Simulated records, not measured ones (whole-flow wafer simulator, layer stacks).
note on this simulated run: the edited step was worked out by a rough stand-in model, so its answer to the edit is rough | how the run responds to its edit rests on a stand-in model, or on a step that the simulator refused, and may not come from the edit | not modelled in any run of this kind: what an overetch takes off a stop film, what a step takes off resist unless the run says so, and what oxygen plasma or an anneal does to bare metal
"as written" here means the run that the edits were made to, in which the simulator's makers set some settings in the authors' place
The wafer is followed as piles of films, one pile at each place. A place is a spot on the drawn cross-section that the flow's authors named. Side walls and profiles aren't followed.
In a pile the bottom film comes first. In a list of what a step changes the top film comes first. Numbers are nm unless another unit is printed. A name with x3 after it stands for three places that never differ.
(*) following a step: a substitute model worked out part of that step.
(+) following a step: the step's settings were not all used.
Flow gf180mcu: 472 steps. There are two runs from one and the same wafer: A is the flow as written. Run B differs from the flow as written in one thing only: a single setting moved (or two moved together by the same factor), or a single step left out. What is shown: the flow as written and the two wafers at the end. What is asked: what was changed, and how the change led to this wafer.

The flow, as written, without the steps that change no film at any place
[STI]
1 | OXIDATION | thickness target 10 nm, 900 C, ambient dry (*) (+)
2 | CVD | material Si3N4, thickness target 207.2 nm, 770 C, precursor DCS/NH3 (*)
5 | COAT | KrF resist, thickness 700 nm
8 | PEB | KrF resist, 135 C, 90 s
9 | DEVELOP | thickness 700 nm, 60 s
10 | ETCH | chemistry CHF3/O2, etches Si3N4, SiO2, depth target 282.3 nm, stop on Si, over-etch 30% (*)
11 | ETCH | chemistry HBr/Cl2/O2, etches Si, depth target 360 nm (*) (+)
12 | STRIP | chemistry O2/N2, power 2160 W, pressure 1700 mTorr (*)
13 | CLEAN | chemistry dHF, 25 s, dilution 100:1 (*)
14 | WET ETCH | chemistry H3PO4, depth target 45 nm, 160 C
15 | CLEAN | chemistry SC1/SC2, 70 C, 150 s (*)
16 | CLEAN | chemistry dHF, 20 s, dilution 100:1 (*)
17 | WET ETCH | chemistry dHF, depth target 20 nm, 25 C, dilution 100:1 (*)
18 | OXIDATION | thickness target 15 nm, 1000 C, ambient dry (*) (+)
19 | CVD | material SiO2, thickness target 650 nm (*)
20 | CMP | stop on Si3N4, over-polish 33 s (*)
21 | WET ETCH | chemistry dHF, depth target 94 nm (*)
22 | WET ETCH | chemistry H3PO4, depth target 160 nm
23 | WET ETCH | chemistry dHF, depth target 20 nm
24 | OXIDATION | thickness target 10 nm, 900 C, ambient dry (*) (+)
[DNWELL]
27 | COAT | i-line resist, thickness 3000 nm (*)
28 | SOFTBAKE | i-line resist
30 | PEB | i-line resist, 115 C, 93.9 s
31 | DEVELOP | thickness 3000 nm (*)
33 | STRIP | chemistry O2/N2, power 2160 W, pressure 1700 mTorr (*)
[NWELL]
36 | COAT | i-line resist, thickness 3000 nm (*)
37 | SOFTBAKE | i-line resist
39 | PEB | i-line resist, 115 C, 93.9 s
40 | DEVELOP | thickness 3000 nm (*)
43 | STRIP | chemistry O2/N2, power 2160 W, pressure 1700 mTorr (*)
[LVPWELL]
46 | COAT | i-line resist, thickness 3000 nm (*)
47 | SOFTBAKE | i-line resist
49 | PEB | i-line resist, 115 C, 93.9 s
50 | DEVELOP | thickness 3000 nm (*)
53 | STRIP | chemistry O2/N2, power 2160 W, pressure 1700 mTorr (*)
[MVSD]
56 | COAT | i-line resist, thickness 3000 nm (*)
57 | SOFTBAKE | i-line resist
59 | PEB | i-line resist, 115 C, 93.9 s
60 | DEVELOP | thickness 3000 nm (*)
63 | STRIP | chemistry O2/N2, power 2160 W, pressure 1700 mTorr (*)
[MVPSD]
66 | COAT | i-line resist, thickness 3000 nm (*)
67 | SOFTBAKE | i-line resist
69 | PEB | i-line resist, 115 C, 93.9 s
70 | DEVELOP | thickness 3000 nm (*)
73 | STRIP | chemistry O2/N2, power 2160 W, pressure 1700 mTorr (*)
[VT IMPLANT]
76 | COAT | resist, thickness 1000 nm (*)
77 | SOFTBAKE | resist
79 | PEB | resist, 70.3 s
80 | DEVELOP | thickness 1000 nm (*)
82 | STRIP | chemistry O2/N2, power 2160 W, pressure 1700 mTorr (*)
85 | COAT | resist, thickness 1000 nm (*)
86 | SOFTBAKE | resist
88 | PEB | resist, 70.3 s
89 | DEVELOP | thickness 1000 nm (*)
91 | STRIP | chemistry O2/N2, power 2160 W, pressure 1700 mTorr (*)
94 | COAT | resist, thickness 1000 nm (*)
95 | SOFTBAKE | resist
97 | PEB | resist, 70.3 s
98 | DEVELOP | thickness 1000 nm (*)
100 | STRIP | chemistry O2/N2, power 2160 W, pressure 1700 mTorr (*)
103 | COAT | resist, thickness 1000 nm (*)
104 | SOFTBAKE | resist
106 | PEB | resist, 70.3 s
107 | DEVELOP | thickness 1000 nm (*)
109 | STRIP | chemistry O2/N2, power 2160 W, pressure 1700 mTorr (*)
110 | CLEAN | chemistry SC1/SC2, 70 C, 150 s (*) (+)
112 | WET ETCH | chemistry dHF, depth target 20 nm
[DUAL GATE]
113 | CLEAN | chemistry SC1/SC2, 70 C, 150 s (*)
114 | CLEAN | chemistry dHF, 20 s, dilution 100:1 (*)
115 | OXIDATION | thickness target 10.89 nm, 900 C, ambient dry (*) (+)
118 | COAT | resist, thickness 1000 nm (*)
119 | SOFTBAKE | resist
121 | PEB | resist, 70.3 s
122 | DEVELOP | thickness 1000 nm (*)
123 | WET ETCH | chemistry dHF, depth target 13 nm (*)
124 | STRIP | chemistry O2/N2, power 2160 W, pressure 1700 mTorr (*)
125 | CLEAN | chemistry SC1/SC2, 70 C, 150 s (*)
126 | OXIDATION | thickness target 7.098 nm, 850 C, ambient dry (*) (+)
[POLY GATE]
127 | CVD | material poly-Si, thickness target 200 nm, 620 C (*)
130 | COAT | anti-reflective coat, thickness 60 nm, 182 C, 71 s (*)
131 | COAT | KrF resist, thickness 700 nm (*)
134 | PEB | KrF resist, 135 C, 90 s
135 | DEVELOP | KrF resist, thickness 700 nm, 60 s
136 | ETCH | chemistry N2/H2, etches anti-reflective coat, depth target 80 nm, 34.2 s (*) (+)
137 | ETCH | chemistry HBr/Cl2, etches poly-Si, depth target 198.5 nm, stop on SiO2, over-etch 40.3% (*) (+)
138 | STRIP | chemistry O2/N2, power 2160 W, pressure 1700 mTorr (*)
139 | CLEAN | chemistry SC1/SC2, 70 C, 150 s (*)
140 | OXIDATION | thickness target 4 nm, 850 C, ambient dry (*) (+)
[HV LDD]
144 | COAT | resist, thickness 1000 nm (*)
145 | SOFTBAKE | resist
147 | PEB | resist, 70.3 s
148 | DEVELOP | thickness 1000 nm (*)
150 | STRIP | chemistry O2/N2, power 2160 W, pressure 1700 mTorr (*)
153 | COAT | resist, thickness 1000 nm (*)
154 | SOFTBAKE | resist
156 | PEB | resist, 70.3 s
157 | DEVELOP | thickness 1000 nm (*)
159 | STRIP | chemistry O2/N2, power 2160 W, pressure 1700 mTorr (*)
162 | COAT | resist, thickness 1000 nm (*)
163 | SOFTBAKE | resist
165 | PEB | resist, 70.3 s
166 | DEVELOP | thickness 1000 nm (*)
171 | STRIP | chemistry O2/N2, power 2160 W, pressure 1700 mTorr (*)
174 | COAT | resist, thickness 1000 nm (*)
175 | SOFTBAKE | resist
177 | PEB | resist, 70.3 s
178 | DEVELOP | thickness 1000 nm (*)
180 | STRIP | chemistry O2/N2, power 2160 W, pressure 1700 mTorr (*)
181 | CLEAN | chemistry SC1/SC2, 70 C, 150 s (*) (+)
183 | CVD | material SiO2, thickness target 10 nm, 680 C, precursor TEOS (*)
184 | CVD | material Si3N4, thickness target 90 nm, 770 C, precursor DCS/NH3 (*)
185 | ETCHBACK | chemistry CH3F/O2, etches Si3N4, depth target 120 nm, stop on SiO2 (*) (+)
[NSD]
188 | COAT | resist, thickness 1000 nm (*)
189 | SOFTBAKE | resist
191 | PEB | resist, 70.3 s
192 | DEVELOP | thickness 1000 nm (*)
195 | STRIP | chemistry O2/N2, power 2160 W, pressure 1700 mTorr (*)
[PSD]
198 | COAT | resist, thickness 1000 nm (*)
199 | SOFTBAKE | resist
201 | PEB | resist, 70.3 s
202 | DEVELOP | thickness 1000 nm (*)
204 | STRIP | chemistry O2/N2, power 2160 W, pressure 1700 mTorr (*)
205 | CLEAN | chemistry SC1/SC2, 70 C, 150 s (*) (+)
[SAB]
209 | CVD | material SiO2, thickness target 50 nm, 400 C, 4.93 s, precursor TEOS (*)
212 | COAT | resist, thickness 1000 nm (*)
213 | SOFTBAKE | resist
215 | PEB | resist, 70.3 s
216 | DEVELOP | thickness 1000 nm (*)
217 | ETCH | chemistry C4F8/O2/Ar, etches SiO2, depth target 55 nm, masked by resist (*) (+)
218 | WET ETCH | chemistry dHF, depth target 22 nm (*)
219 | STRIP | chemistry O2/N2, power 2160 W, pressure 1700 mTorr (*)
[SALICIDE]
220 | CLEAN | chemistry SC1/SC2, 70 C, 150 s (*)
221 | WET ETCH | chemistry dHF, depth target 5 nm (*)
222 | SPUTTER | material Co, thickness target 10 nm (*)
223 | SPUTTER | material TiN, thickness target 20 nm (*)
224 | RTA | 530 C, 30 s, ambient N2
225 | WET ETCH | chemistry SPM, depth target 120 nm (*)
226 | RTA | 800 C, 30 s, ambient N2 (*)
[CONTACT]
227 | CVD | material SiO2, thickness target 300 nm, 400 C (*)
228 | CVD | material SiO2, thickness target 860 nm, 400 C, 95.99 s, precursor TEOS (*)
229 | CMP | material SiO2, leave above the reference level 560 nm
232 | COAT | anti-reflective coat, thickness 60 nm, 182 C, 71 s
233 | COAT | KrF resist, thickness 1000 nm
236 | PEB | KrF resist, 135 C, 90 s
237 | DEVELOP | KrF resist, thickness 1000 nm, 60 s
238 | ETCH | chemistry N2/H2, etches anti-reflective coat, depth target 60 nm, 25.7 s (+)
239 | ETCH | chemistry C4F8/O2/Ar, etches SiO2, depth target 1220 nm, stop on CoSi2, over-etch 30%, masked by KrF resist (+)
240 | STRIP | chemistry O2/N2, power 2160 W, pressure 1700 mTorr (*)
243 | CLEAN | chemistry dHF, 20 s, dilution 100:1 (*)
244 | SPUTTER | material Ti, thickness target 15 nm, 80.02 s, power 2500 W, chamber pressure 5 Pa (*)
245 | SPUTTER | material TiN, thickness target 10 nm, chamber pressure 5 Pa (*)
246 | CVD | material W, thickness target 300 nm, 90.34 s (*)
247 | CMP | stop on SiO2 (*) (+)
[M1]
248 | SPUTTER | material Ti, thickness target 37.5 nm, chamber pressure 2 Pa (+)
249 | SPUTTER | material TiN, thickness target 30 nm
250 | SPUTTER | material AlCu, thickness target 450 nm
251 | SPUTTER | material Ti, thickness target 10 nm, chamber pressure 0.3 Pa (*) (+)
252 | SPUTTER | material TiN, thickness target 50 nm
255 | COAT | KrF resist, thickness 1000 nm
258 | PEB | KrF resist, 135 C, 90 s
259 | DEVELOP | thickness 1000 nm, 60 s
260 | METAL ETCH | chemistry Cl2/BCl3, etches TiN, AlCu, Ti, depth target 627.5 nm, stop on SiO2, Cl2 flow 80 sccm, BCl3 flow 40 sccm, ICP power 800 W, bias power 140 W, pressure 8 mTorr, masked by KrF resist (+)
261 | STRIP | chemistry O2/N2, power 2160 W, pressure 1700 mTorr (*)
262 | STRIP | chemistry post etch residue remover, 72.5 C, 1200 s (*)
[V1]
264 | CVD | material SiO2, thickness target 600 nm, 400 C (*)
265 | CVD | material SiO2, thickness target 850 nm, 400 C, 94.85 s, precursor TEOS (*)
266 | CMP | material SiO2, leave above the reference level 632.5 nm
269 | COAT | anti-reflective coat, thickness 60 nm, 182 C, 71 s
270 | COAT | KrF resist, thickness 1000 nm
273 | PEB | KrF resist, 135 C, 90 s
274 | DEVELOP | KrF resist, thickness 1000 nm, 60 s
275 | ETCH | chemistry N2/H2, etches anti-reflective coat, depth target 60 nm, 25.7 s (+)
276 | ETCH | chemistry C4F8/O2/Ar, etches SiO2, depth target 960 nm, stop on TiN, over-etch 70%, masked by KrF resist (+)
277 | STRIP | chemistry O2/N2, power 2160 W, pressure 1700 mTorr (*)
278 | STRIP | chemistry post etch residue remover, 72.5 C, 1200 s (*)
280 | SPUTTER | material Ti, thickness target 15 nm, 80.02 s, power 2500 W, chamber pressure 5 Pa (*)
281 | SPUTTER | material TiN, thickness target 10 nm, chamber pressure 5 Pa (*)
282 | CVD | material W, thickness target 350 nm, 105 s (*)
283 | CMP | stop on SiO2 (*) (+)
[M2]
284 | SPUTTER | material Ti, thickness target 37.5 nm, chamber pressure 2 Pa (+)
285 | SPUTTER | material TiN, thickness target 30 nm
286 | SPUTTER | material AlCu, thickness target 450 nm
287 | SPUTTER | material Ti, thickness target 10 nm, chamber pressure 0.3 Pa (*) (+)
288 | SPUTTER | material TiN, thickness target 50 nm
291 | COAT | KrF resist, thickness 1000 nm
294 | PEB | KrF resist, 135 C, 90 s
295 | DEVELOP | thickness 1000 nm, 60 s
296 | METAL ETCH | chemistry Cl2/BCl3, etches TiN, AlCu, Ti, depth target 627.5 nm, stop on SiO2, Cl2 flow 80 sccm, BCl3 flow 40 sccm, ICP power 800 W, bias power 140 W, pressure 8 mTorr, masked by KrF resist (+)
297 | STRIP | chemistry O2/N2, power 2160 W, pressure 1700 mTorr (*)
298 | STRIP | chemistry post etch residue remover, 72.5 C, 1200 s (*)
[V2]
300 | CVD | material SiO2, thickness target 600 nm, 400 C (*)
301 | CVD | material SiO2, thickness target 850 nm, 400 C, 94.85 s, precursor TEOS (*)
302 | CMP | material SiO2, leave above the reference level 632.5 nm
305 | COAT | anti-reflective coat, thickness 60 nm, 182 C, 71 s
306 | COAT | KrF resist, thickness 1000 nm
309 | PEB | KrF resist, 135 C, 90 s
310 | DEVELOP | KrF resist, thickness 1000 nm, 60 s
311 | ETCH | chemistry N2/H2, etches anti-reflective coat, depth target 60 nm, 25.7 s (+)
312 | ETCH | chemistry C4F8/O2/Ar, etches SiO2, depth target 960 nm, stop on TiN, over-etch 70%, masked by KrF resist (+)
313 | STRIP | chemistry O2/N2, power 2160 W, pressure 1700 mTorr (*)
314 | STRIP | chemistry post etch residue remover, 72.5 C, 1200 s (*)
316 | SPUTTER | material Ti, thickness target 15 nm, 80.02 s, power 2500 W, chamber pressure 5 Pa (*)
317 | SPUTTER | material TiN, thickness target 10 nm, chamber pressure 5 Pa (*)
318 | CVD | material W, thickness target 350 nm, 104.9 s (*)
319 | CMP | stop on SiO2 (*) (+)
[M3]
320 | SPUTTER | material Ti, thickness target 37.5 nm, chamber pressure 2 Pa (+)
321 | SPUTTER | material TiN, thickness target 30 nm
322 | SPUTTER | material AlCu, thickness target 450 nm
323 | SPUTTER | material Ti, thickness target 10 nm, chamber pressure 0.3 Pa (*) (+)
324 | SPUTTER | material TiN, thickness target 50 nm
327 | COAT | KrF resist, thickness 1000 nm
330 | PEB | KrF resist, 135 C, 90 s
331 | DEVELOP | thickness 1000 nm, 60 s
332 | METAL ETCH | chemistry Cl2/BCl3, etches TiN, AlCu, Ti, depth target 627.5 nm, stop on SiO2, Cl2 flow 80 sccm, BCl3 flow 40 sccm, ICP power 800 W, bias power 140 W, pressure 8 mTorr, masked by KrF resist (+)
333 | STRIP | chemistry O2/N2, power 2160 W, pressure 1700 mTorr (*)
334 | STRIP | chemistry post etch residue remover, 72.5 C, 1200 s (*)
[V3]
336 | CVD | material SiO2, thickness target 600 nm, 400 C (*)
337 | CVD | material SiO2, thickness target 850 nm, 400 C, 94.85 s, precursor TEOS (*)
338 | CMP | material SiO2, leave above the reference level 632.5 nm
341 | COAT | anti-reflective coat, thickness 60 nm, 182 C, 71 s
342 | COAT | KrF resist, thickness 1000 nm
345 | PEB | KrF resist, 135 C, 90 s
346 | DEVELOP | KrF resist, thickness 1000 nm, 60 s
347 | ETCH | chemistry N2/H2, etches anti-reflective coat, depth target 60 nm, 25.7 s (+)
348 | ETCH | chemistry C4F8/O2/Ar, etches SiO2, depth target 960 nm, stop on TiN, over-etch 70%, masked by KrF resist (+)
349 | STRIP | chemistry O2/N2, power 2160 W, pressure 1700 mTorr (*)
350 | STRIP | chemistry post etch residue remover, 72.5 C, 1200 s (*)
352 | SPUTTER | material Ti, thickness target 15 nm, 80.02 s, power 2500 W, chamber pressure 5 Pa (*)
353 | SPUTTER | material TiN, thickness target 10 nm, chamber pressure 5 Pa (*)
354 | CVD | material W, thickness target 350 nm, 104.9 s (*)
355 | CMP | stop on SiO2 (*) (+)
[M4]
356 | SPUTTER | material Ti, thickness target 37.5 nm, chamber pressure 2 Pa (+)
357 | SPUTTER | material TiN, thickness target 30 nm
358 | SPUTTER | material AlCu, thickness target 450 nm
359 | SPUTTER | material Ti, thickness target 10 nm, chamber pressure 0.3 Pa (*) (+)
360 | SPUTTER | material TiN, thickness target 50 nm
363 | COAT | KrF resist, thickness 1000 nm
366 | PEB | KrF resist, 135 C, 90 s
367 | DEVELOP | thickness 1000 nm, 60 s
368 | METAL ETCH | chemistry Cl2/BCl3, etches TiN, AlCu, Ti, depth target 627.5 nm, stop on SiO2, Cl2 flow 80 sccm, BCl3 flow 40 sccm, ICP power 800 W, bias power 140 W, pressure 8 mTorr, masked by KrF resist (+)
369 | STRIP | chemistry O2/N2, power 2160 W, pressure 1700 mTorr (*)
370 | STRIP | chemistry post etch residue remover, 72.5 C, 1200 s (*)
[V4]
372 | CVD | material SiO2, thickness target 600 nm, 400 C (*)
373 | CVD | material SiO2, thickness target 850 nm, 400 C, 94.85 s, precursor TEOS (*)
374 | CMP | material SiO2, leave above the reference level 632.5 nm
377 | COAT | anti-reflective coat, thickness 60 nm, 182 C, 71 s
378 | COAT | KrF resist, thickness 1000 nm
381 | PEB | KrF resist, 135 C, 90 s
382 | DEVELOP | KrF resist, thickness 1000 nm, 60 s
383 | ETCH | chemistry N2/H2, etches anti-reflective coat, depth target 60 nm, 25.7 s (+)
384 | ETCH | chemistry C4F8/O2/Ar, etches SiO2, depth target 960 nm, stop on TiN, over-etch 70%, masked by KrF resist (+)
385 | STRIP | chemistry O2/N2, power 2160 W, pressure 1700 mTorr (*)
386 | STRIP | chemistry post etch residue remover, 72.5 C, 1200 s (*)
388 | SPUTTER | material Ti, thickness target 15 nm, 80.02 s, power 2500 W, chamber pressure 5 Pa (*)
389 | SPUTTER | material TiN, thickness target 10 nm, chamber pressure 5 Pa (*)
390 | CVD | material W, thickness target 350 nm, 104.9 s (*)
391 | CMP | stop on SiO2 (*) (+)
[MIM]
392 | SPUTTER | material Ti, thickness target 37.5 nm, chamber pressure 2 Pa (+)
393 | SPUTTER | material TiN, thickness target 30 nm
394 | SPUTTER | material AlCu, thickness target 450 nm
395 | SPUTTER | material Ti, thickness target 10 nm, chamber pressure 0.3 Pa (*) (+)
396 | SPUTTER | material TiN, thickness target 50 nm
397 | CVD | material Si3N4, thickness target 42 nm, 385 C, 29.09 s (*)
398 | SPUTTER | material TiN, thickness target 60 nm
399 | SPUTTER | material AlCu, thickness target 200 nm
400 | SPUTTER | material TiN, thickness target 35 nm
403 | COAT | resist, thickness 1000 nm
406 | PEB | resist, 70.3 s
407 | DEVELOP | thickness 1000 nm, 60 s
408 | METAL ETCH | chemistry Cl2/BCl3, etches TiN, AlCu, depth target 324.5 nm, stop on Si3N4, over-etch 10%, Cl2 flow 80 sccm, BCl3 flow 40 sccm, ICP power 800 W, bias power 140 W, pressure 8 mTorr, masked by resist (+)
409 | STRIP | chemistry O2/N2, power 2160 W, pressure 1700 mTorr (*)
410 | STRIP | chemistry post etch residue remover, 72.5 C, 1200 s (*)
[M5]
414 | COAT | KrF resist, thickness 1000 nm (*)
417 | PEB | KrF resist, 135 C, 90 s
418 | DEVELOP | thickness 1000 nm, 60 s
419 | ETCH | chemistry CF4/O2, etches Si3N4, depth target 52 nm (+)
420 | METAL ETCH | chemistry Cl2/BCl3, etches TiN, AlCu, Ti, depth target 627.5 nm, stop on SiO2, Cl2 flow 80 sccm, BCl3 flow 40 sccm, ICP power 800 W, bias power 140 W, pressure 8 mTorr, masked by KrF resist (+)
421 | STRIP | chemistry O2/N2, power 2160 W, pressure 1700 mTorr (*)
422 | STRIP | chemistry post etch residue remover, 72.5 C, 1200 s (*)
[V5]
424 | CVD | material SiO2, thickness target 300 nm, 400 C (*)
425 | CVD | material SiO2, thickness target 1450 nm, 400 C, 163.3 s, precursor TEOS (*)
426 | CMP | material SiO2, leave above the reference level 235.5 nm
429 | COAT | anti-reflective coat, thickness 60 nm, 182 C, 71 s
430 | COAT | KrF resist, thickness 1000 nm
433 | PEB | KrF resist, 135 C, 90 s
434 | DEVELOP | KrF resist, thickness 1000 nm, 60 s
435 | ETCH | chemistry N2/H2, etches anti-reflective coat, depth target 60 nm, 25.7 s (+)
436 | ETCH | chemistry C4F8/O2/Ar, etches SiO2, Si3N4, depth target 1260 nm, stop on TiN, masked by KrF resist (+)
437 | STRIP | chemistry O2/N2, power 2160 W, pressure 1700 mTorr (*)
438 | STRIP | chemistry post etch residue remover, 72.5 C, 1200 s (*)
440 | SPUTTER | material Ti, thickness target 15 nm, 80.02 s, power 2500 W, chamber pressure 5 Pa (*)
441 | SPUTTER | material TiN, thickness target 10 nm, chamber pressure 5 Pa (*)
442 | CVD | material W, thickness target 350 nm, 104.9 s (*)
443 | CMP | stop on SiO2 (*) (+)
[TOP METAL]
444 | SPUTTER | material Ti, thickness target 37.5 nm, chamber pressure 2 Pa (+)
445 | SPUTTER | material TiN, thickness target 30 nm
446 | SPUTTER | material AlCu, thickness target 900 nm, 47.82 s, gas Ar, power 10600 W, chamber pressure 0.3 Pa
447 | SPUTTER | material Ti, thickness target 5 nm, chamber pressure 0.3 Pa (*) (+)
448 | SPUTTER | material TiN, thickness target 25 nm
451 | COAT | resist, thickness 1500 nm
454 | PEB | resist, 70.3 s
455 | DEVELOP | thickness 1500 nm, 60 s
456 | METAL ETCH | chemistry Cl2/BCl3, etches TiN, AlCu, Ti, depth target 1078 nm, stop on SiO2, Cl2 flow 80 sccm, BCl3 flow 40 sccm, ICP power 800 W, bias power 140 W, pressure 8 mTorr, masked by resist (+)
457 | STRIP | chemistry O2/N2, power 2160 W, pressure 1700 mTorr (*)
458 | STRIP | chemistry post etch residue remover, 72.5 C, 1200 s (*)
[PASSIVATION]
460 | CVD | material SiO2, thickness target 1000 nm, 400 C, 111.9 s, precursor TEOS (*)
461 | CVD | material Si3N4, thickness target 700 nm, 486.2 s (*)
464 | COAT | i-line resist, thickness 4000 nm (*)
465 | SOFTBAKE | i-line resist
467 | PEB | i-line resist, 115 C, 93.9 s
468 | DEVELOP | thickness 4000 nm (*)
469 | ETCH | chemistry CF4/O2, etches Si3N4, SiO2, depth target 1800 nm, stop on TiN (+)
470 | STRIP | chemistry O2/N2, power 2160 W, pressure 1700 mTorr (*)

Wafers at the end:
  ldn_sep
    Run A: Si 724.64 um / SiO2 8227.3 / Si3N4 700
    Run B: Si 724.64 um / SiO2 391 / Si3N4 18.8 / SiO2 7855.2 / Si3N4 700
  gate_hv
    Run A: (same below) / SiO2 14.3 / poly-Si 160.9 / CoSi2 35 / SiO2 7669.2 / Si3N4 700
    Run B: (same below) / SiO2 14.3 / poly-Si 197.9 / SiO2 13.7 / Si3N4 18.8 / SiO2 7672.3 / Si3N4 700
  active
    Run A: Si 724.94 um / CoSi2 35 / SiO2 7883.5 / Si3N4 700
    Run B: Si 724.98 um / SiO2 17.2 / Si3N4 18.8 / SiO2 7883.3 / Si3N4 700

The reason: step 184, CVD: thickness target 143 nm was run, though the flow has thickness target 90 nm.

How this came from the change, step by step:
  184 | CVD | material Si3N4, thickness target 90 nm, 770 C, precursor DCS/NH3 (*)
      field, field__w1, field__w2 and 101 more: A Si3N4 gains 90 (new film) | B Si3N4 gains 143 (new film)
  185 | ETCHBACK | chemistry CH3F/O2, etches Si3N4, depth target 120 nm, stop on SiO2 (*) (+)
      field, field__w1, field__w2 and 100 more: A Si3N4 loses 90 (all of it), SiO2 loses 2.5 | B Si3N4 loses 120
  188 | COAT | resist, thickness 1000 nm (*)
      field__w9: A resist gains 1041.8 (new film) | B resist gains 1063.9 (new film)
      spacer: A resist gains 920.2 (new film) | B resist gains 893.1 (new film)
  189 | SOFTBAKE | resist
      field__w9: A resist gains 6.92 | B resist loses 3.02
      field__w11: A resist gains 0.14 | B resist loses 0.5
      (also at 33 further places)
  192 | DEVELOP | thickness 1000 nm (*)
      spacer: A resist loses 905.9 (all of it) | B resist loses 879.4 (all of it)
  198 | COAT | resist, thickness 1000 nm (*)
      field__w9: A resist gains 1041.8 (new film) | B resist gains 1063.9 (new film)
      spacer: A resist gains 920.2 (new film) | B resist gains 893.1 (new film)
  199 | SOFTBAKE | resist
      field__w9: A resist gains 6.92 | B resist loses 3.02
      field__w11: A resist gains 0.14 | B resist loses 0.5
      (also at 35 further places)
  204 | STRIP | chemistry O2/N2, power 2160 W, pressure 1700 mTorr (*)
      spacer: A resist loses 905.9 (all of it) | B resist loses 879.4 (all of it)
  205 | CLEAN | chemistry SC1/SC2, 70 C, 150 s (*) (+)
      field, field__w1, field__w2 and 105 more: A SiO2 loses 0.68 | B Si3N4 loses 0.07
  209 | CVD | material SiO2, thickness target 50 nm, 400 C, 4.93 s, precursor TEOS (*)
      field, field__w7, field__w8 and 73 more: A SiO2 gains 50 | B SiO2 gains 50 (new film)
      field_sub, field_sub__w2, ld_drn_n, ld_sd_p: A SiO2 gains 48.8 | B SiO2 gains 48.7 (new film)
      (also at 28 further places)
  212 | COAT | resist, thickness 1000 nm (*)
      spacer: A resist gains 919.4 (new film) | B resist gains 892.5 (new film)
  213 | SOFTBAKE | resist
      npoly_sal: A resist loses 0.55 | B resist gains 0.58
      field__w1: A resist gains 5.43 | B resist gains 6.02
      (also at 22 further places)
  216 | DEVELOP | thickness 1000 nm (*)
      spacer: A resist loses 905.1 (all of it) | B resist loses 878.8 (all of it)
  217 | ETCH | chemistry C4F8/O2/Ar, etches SiO2, depth target 55 nm, masked by resist (*) (+)
      field, field__w7, field__w8 and 70 more: A SiO2 loses 55 | B SiO2 loses 50 (all of it), Si3N4 loses 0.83
      field__w1, m1, nw_enc_fld_lv__w3: A SiO2 loses 55 | B SiO2 loses 49.2 (all of it), Si3N4 loses 0.97
      (also at 23 further places)
  218 | WET ETCH | chemistry dHF, depth target 22 nm (*)
      gate, gate_hv, gate_p and 23 more: A SiO2 loses 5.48 (all of it) | B Si3N4 loses 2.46
      field, field__w10, sti and 14 more: A SiO2 loses 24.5 | B Si3N4 loses 2.46
      (also at 56 further places)
  219 | STRIP | chemistry O2/N2, power 2160 W, pressure 1700 mTorr (*)
      gate, gate_hv, gate_p and 23 more: A chemical SiO2 gains 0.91 (new film), poly-Si loses 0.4 | B nothing
      active, p_well, sd_n and 20 more: A chemical SiO2 gains 0.91 (new film), Si loses 0.4 | B nothing
  ... 13 further steps ...
  471 | ANNEAL | 400 C, 1800 s, ambient N2/H2
      polyc_n, polyc_p: A nothing | B under 9 films: void gains 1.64 (new film), Ti loses 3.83, TiSi first gains 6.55 (new film), poly-Si loses 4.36
      contact: A nothing | B under 49 films: void gains 1.62 (new film), Ti loses 3.83, TiSi first gains 6.55 (new film), Si loses 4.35
With metal films that touch counted as one body, gate_hv has 0 bodies; the flow as written gives 1 body.
With metal films that touch counted as one body, active has 0 bodies; the flow as written gives 1 body.
